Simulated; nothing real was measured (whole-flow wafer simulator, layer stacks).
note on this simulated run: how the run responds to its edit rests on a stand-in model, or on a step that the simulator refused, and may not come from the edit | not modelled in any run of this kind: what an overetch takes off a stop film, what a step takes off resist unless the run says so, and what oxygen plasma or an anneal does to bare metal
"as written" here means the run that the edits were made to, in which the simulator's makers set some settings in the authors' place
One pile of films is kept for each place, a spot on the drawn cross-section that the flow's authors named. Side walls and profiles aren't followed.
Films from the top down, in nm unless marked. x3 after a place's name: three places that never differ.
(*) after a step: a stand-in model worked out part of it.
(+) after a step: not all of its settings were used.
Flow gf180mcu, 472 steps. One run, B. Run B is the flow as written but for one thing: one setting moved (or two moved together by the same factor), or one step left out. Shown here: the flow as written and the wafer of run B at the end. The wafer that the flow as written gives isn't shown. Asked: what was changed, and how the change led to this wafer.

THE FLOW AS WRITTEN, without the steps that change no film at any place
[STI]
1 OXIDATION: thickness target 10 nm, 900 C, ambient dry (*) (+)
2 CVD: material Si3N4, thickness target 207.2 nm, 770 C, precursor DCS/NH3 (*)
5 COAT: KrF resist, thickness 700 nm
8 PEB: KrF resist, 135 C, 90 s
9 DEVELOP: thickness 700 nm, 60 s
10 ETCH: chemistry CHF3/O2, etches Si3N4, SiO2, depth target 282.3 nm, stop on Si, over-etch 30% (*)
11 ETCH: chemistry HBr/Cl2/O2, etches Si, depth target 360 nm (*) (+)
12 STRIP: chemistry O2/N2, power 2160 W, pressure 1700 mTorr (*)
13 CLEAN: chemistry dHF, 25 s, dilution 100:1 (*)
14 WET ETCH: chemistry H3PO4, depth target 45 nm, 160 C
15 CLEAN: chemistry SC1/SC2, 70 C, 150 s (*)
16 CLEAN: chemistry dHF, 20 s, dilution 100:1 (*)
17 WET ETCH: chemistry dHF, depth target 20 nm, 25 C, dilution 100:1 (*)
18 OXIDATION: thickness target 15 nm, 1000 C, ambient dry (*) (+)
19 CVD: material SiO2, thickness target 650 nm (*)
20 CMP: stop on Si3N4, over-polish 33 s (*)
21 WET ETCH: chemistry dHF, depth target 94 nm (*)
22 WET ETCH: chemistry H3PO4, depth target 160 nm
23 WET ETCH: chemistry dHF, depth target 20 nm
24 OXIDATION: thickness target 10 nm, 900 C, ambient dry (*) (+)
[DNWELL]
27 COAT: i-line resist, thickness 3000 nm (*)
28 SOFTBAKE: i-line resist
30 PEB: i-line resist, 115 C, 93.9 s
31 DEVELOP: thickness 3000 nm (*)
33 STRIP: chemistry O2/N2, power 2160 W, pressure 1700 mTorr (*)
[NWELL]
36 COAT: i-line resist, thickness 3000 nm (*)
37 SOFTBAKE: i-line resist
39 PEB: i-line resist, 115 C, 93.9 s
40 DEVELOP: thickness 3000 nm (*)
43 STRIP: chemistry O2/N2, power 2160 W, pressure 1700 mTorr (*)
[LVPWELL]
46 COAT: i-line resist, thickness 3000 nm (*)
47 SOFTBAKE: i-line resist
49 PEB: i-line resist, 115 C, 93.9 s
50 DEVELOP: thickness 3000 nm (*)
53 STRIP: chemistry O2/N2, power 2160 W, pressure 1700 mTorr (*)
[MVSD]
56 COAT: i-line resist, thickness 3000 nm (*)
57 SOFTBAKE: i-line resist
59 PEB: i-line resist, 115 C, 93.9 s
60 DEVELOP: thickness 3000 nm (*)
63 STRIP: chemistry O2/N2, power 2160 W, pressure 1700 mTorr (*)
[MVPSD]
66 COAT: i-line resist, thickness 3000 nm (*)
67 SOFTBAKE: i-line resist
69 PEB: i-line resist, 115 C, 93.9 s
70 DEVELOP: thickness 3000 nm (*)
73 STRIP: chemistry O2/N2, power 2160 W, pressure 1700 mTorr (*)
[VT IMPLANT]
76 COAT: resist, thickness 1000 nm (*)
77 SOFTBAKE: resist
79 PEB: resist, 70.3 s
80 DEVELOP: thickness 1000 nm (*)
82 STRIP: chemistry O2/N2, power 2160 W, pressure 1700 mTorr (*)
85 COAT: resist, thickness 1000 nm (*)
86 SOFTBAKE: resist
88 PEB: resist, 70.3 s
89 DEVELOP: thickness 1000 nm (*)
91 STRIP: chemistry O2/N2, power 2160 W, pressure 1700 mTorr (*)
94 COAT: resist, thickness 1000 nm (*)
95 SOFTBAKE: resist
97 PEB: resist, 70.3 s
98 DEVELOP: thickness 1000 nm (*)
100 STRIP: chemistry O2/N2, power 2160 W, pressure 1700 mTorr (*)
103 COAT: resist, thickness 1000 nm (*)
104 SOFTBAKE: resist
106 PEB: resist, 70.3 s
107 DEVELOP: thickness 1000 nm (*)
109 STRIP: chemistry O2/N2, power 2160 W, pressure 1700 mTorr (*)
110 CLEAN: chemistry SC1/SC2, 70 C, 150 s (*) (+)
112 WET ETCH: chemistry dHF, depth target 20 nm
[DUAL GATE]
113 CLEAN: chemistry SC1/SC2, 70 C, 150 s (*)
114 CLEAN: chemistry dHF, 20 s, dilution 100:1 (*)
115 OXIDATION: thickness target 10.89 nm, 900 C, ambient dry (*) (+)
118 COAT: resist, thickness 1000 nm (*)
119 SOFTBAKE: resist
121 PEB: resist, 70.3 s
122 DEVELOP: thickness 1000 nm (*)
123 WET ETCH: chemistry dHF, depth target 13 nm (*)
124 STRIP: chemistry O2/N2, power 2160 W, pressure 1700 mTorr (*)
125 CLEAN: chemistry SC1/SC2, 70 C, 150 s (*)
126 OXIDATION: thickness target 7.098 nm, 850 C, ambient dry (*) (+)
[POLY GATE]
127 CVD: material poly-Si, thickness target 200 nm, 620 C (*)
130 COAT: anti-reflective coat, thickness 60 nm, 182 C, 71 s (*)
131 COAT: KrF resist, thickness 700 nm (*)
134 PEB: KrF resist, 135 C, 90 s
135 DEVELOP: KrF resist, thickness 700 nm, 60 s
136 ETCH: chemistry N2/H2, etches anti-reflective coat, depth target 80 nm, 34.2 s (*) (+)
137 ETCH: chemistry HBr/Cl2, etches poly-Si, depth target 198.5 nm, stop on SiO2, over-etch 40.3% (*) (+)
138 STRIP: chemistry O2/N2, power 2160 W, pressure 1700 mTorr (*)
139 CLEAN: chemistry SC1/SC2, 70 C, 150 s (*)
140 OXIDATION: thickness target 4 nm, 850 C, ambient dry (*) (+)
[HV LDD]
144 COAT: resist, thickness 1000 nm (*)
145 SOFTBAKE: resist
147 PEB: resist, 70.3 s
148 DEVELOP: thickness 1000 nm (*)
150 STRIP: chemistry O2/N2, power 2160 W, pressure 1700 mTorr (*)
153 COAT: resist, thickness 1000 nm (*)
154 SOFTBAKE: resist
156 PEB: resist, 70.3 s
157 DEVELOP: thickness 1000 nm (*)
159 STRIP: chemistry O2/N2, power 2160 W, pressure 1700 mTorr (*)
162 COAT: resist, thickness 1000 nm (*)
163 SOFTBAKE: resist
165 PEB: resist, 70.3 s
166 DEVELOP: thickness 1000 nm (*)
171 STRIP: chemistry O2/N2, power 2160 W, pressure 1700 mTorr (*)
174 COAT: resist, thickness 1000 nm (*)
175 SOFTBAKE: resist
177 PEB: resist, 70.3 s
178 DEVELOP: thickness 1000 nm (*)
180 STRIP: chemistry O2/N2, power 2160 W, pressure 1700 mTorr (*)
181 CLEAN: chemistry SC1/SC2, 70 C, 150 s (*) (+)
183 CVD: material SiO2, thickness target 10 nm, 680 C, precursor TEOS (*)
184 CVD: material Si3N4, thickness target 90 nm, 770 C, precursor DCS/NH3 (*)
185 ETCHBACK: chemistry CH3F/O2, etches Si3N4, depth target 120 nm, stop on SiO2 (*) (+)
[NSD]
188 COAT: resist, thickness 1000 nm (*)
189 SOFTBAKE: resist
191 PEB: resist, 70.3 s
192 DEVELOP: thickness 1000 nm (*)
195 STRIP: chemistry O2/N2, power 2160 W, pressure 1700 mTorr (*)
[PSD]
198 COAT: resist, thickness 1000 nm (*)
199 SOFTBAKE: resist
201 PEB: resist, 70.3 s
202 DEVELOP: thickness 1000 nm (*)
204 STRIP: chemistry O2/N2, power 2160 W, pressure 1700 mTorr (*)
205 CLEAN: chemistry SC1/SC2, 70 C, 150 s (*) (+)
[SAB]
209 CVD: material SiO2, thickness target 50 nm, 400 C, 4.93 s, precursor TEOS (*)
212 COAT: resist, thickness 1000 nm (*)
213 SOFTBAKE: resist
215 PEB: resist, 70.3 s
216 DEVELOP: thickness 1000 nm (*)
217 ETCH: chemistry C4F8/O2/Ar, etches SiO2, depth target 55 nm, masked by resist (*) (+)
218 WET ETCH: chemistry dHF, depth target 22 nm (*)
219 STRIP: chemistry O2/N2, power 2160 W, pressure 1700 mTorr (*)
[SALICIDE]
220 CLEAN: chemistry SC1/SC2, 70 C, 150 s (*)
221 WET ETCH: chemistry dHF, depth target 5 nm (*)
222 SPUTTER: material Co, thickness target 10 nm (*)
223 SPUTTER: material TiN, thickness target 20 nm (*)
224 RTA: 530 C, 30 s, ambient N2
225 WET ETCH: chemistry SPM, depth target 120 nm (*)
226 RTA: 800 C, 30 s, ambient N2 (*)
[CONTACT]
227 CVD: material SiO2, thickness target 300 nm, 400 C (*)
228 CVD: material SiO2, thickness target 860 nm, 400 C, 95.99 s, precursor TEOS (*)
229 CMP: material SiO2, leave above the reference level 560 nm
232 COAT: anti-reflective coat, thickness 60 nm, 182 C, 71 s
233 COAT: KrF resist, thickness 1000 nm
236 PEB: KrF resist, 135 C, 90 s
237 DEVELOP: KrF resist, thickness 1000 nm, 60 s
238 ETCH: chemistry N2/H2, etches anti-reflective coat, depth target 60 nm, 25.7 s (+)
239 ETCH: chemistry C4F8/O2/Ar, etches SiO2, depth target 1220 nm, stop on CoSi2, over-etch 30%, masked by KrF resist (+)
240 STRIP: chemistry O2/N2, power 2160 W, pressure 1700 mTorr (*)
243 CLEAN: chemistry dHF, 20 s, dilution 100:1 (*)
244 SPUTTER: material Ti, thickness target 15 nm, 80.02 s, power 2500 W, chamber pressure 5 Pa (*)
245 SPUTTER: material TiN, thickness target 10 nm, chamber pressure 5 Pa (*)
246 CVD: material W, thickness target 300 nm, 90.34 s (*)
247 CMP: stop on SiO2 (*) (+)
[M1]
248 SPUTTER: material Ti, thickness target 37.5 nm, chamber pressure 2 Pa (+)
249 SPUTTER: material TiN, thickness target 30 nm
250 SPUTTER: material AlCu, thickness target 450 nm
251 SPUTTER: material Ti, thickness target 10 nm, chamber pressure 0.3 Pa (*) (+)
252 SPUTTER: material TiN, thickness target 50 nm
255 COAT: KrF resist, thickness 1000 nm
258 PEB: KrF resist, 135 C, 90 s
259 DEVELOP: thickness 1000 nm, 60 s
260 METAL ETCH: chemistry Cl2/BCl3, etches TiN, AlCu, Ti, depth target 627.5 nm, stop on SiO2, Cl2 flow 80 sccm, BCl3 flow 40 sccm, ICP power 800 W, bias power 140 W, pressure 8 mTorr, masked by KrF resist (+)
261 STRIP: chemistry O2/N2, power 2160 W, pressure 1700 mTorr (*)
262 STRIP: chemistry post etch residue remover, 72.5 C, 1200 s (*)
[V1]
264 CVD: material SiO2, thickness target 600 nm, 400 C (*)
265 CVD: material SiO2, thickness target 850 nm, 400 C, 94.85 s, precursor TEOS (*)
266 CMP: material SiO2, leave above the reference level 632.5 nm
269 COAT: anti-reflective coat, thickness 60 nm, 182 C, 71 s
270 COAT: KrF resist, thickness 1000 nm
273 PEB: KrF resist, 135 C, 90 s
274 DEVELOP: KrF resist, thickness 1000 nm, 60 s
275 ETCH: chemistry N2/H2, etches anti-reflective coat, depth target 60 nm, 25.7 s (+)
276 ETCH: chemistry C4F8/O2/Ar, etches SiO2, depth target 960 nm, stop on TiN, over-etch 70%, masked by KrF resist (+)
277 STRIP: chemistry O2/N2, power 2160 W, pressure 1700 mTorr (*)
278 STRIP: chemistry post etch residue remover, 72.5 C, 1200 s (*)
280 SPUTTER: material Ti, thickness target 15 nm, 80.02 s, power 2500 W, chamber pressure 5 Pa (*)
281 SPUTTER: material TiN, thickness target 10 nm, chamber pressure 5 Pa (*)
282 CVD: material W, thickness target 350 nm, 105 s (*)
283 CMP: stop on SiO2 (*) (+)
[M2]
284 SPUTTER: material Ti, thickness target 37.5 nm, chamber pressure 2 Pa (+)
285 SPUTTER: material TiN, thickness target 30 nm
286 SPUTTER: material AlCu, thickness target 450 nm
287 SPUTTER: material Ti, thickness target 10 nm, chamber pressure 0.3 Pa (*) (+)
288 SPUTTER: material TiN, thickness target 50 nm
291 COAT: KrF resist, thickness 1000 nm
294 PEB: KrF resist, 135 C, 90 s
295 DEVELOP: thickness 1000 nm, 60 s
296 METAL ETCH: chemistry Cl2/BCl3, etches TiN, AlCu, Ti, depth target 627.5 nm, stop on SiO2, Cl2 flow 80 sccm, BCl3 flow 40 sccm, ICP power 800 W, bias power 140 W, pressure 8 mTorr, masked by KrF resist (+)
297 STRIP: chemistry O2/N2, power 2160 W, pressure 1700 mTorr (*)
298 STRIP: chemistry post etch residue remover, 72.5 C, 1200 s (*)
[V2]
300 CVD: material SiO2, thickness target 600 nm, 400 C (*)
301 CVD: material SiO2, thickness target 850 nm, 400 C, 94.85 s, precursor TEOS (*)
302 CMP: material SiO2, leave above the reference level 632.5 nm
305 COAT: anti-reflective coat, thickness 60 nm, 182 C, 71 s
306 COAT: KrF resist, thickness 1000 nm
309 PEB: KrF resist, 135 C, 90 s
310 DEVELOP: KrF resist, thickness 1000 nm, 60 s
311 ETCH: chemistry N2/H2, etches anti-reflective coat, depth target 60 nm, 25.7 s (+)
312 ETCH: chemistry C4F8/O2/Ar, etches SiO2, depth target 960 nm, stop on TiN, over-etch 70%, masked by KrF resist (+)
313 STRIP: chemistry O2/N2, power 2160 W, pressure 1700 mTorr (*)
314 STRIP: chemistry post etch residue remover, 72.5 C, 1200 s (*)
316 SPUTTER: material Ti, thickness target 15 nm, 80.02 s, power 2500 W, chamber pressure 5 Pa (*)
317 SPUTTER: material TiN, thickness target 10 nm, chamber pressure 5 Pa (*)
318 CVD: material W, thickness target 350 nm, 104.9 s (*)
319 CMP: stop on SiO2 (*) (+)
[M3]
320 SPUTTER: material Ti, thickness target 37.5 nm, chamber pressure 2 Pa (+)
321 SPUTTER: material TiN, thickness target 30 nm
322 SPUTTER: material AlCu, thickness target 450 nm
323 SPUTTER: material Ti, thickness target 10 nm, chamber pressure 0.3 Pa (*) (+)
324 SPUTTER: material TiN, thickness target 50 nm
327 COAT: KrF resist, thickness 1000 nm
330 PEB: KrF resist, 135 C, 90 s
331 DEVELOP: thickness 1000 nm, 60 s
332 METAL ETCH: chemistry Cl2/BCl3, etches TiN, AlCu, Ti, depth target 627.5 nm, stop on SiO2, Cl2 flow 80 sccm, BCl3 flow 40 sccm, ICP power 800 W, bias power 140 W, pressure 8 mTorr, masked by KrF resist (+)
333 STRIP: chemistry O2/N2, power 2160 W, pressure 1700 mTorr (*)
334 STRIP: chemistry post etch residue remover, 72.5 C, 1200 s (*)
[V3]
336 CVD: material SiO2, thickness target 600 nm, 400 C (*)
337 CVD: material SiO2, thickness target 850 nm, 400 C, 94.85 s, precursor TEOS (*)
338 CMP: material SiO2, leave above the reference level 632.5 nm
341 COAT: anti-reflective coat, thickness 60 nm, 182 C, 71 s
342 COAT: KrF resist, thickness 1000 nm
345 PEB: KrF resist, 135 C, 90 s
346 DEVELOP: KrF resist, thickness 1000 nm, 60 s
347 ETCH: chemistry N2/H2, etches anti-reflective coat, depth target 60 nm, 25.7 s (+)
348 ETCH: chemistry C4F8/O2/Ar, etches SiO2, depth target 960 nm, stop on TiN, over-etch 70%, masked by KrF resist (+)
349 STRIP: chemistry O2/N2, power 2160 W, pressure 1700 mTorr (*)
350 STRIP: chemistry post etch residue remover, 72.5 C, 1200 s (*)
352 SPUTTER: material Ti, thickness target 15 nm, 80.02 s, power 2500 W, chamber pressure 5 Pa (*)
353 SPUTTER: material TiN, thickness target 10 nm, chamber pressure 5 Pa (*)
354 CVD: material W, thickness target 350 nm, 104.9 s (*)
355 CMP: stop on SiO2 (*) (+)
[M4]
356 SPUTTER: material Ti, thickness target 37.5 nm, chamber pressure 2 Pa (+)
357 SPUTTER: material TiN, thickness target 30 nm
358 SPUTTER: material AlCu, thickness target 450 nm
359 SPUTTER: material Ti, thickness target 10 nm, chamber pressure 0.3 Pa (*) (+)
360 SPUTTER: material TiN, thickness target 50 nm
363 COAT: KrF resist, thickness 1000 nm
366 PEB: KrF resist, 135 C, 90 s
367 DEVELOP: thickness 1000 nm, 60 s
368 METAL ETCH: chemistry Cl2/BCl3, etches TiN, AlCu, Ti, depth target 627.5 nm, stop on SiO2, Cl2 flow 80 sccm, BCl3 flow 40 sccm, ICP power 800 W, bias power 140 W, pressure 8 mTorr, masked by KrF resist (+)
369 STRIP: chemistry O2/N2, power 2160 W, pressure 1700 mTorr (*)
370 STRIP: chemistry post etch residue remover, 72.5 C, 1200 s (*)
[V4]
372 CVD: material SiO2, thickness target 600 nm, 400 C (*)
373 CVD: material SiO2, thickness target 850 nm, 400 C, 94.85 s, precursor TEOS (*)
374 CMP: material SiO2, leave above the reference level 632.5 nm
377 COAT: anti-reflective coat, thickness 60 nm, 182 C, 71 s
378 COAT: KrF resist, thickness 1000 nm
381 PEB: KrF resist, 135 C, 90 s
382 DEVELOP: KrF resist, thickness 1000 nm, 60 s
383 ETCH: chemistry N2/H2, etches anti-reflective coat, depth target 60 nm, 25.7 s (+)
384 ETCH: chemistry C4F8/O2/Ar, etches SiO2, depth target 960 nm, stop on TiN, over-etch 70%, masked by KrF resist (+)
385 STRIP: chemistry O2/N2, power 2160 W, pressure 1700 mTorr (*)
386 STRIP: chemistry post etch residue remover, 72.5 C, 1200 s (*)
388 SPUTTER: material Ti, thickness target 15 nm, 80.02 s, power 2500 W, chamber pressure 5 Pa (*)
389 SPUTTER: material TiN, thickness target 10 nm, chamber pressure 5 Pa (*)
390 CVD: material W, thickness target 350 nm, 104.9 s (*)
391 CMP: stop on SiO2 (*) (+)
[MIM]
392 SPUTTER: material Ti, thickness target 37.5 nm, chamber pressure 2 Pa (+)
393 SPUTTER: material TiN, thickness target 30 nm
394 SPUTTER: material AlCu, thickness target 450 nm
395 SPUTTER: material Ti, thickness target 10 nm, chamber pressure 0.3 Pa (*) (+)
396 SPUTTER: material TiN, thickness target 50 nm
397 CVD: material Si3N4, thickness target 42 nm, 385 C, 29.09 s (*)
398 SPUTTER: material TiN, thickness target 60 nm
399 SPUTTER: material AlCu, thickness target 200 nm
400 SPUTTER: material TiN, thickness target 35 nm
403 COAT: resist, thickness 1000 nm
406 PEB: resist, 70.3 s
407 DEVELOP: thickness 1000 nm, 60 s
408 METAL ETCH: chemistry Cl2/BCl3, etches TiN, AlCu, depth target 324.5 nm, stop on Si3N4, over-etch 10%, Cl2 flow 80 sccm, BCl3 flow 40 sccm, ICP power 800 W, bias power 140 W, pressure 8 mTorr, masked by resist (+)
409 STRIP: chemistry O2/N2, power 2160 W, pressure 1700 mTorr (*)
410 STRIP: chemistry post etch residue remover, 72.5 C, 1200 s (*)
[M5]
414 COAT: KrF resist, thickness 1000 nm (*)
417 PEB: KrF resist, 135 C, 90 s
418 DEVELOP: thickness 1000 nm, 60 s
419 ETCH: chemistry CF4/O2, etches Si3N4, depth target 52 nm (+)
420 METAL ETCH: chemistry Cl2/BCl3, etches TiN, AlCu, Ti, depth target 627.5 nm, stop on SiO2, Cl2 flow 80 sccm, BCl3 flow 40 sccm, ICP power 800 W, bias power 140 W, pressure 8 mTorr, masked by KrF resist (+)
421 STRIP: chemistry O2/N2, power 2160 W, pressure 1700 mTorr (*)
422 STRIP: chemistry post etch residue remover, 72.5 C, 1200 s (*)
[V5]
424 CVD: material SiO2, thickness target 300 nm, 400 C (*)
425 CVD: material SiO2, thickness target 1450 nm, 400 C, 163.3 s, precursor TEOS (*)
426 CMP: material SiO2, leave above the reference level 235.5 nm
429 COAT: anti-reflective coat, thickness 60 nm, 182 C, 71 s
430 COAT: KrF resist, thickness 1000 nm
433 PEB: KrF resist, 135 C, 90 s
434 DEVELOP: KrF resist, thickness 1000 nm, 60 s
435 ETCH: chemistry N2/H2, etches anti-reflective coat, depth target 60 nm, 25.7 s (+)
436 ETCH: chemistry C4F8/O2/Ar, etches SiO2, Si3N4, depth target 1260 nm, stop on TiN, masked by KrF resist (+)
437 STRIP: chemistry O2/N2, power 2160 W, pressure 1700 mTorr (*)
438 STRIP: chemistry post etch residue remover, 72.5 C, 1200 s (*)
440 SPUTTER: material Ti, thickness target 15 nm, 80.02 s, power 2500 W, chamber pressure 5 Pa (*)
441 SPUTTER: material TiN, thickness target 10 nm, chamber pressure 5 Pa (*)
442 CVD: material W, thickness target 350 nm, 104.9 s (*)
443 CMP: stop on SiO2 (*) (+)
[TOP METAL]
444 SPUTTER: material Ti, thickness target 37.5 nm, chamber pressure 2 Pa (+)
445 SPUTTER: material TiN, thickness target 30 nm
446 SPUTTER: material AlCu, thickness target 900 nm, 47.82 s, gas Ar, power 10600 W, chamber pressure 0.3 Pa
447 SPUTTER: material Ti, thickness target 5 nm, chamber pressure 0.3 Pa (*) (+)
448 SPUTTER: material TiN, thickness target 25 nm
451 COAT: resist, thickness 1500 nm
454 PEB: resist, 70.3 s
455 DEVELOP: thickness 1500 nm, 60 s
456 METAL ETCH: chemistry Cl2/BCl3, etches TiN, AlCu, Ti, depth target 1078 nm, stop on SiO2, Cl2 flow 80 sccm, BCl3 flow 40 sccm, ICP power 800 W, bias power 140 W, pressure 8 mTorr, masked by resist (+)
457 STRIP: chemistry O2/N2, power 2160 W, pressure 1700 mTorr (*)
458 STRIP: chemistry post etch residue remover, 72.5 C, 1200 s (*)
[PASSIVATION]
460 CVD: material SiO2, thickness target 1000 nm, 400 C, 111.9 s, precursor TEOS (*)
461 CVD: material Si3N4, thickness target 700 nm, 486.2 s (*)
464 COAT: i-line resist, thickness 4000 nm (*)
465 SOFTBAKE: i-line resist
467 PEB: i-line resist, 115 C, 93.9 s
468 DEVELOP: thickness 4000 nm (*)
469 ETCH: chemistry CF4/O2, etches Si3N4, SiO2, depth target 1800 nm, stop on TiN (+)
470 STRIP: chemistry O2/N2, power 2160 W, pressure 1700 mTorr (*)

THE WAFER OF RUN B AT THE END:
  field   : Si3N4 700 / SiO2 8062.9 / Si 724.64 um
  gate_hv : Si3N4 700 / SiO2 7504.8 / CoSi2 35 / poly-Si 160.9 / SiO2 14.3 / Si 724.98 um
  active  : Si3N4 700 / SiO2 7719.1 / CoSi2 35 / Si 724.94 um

The cause: step 338, CMP: leave above the reference level 468.1 nm was run, where the flow has leave above the reference level 632.5 nm.

How the change led to this, step by step:
  338 CMP: material SiO2, leave above the reference level 632.5 nm
      field, field__w1, field__w2 and 103 more: SiO2 -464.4 (as written it would be: SiO2 -300)
      field__w8, contact, m1, m1__w1, m1_nw: SiO2 -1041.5 (as written it would be: SiO2 -877.1)
  348 ETCH: chemistry C4F8/O2/Ar, etches SiO2, depth target 960 nm, stop on TiN, over-etch 70%, masked by KrF resist (+)
      field, field__w1, field__w2 and 107 more: KrF resist -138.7 (as written it would be: KrF resist -192)
      contact: SiO2 -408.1 (all of it) (as written it would be: SiO2 -572.5 (all of it))
  349 STRIP: chemistry O2/N2, power 2160 W, pressure 1700 mTorr (*)
      field, field__w1, field__w2 and 107 more: KrF resist -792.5 (all of it), anti-reflective coat -60 (all of it) (as written it would be: KrF resist -739.2 (all of it), anti-reflective coat -60 (all of it))
  352 SPUTTER: material Ti, thickness target 15 nm, 80.02 s, power 2500 W, chamber pressure 5 Pa (*)
      contact: Ti +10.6 (new film) (as written it would be: Ti +9.65 (new film))
  353 SPUTTER: material TiN, thickness target 10 nm, chamber pressure 5 Pa (*)
      contact: TiN +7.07 (new film) (as written it would be: TiN +6.4 (new film))
  354 CVD: material W, thickness target 350 nm, 104.9 s (*)
      contact: W +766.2 (new film) (as written it would be: W +932.3 (new film))
